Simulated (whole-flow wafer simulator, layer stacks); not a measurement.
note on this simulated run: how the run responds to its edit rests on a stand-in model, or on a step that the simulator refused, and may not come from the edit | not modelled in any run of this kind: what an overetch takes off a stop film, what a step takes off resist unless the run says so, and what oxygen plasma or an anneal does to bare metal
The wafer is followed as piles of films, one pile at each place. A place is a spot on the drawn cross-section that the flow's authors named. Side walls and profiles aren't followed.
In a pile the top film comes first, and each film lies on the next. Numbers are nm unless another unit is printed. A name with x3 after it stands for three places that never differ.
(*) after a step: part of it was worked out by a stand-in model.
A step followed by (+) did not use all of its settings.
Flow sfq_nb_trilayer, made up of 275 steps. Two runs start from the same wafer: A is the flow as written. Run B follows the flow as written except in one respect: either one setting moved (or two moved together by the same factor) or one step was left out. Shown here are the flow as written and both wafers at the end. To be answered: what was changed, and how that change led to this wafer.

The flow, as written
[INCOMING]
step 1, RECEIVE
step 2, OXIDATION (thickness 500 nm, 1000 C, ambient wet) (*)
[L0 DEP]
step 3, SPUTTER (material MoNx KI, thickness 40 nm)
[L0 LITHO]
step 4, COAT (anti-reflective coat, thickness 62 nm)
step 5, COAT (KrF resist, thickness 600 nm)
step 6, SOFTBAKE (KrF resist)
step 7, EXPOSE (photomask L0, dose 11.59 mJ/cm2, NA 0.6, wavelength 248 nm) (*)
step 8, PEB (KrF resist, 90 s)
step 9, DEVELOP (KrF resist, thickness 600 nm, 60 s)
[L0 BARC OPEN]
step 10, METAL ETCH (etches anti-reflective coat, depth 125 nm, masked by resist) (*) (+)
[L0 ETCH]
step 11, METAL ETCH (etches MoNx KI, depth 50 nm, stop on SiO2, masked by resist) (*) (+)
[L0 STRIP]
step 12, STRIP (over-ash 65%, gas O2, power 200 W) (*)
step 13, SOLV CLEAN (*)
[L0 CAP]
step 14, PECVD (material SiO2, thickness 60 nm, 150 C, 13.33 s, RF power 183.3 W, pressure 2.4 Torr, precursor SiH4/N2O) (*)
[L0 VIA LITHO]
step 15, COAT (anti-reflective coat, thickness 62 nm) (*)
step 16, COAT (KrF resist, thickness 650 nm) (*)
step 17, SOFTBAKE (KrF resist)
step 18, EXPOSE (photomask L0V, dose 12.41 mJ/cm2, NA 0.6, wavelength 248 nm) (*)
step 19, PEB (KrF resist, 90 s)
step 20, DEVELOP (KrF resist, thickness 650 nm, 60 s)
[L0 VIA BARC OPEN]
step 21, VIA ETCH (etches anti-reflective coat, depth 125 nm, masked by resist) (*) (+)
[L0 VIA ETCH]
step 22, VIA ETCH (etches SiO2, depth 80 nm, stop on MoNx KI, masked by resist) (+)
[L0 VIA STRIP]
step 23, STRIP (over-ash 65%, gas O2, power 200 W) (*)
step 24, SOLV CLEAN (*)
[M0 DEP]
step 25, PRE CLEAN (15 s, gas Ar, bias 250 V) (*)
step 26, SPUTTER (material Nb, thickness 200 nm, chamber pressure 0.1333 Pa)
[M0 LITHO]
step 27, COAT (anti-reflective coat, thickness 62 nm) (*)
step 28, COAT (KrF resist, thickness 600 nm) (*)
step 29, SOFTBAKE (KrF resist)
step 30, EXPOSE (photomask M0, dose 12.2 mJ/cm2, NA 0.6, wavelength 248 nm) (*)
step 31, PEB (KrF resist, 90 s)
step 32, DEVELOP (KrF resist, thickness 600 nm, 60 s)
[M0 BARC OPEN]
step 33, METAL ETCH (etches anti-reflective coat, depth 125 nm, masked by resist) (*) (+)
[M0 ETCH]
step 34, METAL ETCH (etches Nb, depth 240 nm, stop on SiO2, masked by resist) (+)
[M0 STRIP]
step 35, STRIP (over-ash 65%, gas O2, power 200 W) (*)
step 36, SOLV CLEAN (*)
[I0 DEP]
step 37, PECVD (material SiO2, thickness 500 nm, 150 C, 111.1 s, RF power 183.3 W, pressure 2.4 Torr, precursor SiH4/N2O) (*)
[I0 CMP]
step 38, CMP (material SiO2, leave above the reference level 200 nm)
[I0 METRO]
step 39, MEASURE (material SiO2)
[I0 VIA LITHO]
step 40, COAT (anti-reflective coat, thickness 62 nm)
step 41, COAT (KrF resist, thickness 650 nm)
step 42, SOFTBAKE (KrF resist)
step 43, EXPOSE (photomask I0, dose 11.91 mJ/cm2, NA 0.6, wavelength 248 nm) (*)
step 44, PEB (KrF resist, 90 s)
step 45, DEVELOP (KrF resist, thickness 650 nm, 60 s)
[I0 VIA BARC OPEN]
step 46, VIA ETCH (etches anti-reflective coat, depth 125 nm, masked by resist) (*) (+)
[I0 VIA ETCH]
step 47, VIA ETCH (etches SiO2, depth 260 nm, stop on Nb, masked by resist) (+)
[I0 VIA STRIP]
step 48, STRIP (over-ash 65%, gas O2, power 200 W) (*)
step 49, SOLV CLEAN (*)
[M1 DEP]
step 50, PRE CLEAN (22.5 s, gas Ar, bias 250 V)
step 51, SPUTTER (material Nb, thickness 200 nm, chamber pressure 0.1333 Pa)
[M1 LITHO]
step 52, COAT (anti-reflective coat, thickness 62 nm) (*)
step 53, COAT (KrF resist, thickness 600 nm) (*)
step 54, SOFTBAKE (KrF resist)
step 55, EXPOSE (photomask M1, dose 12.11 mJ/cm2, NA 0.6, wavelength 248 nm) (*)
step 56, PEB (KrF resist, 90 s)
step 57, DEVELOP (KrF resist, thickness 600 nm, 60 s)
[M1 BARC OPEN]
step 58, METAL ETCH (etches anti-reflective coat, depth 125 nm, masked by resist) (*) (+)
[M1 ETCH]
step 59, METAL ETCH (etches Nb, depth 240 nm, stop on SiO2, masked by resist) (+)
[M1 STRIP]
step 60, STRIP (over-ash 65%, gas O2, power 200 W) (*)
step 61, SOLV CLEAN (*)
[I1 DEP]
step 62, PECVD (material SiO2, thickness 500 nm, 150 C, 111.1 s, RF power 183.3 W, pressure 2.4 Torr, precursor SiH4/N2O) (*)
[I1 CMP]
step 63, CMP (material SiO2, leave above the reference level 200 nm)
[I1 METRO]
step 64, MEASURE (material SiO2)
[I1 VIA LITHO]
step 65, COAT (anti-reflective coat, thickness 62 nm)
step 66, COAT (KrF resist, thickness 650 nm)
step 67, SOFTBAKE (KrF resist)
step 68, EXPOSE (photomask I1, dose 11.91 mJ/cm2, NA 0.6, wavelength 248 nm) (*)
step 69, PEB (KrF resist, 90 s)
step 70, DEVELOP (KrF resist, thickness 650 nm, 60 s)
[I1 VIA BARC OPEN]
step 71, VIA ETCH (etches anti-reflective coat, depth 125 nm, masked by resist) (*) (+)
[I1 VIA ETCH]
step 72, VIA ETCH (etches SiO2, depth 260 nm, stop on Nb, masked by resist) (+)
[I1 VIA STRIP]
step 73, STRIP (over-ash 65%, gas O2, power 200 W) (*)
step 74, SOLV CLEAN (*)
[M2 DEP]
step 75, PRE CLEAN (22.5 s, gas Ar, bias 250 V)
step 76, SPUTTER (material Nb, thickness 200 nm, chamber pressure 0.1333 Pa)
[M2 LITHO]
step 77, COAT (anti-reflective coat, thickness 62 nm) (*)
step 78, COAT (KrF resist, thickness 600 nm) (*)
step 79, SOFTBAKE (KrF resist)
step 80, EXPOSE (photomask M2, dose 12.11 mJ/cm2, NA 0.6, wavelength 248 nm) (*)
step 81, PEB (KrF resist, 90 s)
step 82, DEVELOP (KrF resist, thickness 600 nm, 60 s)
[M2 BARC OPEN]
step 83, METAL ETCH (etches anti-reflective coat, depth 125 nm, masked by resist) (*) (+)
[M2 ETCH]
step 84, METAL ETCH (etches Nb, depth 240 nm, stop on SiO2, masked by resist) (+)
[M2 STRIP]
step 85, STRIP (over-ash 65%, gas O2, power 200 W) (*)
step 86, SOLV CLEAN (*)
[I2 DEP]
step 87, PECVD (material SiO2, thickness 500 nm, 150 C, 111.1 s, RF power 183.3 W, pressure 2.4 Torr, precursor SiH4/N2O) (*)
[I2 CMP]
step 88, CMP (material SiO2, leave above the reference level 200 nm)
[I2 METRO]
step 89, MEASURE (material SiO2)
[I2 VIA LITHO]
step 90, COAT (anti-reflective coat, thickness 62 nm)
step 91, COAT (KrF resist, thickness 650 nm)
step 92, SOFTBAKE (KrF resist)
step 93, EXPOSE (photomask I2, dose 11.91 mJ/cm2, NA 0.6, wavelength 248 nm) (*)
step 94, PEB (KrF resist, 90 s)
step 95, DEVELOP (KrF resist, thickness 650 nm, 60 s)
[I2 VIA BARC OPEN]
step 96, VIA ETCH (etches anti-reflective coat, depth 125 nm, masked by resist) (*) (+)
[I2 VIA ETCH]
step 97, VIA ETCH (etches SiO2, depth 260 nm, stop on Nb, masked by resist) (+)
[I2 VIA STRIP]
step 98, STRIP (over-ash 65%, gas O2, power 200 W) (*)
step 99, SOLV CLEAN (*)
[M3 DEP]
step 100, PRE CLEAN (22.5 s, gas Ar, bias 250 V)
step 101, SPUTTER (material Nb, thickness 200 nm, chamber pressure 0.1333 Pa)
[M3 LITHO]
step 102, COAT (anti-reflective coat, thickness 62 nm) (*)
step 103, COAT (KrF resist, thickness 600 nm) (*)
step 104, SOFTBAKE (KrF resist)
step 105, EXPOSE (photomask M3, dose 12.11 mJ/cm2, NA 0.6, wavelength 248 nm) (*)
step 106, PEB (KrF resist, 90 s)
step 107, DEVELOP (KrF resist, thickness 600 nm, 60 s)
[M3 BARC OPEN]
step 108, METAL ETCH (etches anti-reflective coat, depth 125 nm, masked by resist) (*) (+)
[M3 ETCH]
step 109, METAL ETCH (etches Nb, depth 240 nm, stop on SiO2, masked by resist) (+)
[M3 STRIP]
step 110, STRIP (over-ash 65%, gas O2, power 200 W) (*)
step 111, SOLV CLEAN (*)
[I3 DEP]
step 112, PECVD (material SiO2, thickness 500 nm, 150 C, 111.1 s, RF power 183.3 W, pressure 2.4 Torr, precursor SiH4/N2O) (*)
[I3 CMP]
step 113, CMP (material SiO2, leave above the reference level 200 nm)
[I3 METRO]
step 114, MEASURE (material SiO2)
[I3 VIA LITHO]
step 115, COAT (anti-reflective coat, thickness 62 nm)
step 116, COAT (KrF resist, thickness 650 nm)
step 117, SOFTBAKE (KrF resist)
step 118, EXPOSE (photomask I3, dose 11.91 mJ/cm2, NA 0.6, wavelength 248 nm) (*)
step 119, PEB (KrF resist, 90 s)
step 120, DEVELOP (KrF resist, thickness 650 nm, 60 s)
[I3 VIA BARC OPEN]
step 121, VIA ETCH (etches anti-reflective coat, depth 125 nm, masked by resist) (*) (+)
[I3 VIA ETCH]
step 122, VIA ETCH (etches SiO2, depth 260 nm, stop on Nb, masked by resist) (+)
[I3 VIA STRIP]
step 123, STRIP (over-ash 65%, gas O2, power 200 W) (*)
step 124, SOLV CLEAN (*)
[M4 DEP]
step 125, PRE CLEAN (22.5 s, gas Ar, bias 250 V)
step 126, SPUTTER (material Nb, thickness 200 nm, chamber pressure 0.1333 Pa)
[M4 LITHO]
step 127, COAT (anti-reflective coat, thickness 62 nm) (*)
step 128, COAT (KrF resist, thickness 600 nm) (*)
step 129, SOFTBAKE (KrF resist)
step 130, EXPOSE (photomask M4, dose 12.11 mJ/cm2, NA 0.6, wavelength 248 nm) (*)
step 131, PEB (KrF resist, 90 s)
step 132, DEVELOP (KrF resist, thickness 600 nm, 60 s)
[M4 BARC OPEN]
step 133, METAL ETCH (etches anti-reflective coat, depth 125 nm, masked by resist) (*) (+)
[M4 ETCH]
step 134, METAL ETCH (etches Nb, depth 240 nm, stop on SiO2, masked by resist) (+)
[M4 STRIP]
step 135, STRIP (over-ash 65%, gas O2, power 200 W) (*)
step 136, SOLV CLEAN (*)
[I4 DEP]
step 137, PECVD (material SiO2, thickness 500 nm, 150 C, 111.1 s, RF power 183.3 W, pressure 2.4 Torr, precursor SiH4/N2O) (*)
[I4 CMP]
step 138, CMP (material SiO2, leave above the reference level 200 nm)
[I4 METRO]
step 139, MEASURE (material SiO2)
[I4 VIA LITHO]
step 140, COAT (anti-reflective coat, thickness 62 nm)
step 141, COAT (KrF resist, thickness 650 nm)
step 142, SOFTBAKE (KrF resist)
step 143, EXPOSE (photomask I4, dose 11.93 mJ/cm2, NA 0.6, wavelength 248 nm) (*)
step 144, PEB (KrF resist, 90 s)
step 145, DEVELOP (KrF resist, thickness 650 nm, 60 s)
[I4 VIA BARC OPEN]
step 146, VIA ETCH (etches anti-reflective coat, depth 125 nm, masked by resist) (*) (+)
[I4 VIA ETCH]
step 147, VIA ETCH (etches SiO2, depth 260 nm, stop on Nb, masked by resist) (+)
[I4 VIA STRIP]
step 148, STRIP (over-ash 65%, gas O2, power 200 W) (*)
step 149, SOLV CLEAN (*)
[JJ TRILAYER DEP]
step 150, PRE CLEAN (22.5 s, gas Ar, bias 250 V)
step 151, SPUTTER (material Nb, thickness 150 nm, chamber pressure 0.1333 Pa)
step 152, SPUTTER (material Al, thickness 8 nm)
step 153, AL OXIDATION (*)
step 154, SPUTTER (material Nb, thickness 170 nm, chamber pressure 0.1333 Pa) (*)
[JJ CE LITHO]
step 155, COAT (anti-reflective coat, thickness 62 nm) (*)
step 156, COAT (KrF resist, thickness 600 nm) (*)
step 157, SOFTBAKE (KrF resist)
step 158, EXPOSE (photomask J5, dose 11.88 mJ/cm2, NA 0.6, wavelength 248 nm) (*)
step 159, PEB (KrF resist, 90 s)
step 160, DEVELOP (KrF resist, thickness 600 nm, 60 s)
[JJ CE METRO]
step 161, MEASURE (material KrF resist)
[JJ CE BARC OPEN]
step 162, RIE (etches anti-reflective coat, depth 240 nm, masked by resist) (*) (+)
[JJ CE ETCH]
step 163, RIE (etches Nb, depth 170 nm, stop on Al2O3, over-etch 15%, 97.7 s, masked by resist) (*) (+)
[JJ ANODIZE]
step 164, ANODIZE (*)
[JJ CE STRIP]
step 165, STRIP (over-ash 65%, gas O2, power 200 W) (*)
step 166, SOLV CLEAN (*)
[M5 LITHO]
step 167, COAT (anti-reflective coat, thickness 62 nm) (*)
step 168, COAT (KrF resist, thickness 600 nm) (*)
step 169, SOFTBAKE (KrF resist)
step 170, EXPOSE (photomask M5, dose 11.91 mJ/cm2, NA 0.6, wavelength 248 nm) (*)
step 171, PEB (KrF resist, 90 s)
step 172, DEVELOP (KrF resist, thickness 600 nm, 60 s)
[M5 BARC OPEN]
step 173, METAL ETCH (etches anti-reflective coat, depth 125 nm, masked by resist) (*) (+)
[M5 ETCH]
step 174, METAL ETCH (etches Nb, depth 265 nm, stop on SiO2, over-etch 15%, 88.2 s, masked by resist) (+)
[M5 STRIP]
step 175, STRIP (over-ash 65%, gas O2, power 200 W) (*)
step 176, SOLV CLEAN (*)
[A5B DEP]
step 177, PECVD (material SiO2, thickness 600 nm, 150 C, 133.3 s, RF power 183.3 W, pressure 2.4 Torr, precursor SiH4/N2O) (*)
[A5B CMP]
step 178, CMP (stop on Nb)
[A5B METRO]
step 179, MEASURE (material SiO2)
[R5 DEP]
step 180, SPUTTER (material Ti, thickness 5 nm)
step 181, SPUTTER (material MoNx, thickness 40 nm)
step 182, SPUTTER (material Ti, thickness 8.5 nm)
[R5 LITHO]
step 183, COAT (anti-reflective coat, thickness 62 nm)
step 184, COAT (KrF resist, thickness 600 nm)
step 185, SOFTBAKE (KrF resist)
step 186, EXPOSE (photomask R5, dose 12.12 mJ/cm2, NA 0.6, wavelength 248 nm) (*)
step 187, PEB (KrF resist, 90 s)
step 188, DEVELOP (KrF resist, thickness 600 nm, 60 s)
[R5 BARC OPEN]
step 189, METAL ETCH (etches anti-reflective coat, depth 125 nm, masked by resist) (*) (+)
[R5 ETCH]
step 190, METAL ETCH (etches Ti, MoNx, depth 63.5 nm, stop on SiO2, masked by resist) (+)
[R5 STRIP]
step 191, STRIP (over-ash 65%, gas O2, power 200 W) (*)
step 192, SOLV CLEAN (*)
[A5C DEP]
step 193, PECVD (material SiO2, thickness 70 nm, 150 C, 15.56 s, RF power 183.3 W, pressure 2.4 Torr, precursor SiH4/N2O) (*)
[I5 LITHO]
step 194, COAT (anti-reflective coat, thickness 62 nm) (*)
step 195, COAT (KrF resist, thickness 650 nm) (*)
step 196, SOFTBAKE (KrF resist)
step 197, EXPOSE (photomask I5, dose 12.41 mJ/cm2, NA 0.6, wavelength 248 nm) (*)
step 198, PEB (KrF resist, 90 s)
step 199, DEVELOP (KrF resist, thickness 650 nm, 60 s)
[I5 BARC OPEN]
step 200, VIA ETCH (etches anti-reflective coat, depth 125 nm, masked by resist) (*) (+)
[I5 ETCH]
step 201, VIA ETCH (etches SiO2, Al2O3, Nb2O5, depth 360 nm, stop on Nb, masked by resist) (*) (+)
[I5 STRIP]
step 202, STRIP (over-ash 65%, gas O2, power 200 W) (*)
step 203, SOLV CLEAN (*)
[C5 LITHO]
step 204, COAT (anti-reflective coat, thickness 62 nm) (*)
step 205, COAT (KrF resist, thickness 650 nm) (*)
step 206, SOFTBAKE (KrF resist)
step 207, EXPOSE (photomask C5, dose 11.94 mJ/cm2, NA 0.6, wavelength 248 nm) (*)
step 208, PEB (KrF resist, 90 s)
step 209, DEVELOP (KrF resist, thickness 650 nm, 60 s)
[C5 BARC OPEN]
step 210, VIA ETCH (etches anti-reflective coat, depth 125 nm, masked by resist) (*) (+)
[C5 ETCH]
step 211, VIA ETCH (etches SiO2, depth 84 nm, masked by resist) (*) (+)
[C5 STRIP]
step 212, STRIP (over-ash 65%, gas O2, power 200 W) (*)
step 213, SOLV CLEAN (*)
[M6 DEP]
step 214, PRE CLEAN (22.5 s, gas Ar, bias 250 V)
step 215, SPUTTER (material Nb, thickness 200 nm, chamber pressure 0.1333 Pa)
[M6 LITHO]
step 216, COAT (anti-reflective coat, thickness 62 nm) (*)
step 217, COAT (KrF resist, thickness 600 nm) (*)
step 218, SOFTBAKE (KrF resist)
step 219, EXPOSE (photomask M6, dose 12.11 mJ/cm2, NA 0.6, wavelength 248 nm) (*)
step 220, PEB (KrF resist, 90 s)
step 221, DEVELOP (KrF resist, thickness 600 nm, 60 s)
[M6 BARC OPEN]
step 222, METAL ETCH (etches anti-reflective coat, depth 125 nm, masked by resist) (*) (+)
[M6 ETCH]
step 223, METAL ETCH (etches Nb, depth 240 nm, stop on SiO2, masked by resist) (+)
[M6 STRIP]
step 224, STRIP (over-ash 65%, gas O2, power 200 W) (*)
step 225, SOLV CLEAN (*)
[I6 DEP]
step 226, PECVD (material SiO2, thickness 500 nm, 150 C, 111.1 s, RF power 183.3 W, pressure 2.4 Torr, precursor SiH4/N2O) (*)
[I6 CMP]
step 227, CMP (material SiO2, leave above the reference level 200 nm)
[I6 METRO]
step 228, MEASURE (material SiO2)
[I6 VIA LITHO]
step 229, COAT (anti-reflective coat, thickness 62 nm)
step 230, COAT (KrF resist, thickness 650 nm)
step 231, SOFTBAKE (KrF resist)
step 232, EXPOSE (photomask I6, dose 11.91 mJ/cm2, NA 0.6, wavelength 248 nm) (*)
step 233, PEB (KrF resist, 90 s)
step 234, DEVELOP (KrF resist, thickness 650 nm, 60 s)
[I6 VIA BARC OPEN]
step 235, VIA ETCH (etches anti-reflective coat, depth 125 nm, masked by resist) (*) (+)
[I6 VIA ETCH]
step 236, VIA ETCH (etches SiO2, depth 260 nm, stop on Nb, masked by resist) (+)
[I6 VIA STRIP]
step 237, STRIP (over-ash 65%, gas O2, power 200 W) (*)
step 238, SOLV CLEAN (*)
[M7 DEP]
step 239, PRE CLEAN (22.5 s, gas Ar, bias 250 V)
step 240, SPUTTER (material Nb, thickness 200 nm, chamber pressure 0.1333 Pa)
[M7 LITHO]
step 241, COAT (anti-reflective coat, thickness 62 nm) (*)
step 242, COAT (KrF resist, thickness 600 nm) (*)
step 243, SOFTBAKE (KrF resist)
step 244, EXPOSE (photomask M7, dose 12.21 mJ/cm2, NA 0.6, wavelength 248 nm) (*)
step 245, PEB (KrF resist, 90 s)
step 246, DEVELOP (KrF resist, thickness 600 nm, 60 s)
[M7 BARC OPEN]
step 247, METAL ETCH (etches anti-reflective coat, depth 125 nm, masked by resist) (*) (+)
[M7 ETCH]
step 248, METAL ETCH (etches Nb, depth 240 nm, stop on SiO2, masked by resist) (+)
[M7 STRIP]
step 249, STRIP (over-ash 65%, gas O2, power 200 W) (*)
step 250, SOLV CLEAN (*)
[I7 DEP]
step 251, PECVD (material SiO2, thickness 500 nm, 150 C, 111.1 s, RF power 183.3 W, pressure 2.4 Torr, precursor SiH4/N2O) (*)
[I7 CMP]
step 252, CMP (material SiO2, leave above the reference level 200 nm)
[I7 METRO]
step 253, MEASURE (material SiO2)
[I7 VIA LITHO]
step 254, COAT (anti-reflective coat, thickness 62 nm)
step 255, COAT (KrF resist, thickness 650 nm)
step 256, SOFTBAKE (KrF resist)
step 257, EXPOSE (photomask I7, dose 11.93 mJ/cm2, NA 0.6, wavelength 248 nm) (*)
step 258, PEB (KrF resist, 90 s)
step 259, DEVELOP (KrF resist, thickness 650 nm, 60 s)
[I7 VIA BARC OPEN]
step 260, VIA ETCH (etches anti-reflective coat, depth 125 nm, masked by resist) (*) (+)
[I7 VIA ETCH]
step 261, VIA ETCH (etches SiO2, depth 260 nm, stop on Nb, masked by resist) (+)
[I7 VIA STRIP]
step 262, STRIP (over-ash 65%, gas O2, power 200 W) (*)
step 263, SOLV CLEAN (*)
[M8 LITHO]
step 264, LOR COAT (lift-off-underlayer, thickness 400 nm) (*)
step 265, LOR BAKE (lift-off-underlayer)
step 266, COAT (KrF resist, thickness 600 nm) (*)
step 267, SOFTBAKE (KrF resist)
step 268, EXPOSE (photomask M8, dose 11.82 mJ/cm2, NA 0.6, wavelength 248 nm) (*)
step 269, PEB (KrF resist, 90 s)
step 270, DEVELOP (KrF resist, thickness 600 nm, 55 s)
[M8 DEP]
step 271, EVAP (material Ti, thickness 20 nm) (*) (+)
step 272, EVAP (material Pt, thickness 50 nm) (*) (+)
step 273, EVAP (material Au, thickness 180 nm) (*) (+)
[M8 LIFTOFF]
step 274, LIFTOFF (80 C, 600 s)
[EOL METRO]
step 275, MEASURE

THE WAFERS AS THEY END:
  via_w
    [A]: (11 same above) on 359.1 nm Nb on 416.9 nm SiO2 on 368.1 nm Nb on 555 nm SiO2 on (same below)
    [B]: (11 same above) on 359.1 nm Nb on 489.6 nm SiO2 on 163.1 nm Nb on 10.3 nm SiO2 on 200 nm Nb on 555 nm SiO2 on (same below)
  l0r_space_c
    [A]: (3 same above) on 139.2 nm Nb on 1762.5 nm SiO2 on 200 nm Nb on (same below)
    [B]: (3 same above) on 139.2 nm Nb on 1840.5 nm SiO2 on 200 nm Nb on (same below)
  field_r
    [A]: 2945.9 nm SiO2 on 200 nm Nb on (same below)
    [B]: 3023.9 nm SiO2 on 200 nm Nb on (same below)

What caused this: step 38, CMP: leave above the reference level 278 nm was run, whereas the flow has leave above the reference level 200 nm.

Step by step, how the change led to this:
  step 38, CMP (material SiO2, leave above the reference level 200 nm)
      v_sur, via_wl, via_w and 94 more: A -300 SiO2 | B -222 SiO2
      field_l, l0_sur, l0r_line_l, l0r_line_c, l0r_line_r: A -340 SiO2 | B -262 SiO2
      (and at 4 other places as well)
  step 47, VIA ETCH (etches SiO2, depth 260 nm, stop on Nb, masked by resist) (+)
      via_w: A -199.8 SiO2 (all of it) | B -260 SiO2
  step 50, PRE CLEAN (22.5 s, gas Ar, bias 250 V)
      via_w: A -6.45 Nb | B -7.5 SiO2
  step 51, SPUTTER (material Nb, thickness 200 nm, chamber pressure 0.1333 Pa)
      via_w: A +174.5 Nb | B +163.1 Nb (new film)
  step 52, COAT (anti-reflective coat, thickness 62 nm) (*)
      via_w: A +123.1 anti-reflective coat (new film) | B +136.1 anti-reflective coat (new film)
      via_wr: A +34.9 anti-reflective coat (new film) | B +33.2 anti-reflective coat (new film)
  step 53, COAT (KrF resist, thickness 600 nm) (*)
      via_w: A +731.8 KrF resist (new film) | B +781.6 KrF resist (new film)
  step 60, STRIP (over-ash 65%, gas O2, power 200 W) (*)
      via_w: A -513.8 KrF resist (all of it), -123.1 anti-reflective coat (all of it) | B -563.6 KrF resist (all of it), -136.1 anti-reflective coat (all of it)
      via_wr: A -384.4 KrF resist (all of it), -34.9 anti-reflective coat (all of it) | B -378.6 KrF resist (all of it), -33.2 anti-reflective coat (all of it)
  step 62, PECVD (material SiO2, thickness 500 nm, 150 C, 111.1 s, RF power 183.3 W, pressure 2.4 Torr, precursor SiH4/N2O) (*)
      via_w: A +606 SiO2 (new film) | B +678.7 SiO2 (new film)
Taking metal films that touch as one body, via_w has 6 bodies (between them, from the top down: SiO2 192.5; SiO2 427.3 / Al2O3 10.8 / Nb2O5 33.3; SiO2 425.9; SiO2 489.6; SiO2 10.3); the flow as written gives 5 bodies (between them, from the top down: SiO2 192.5; SiO2 427.3 / Al2O3 10.8 / Nb2O5 33.3; SiO2 425.9; SiO2 416.9).
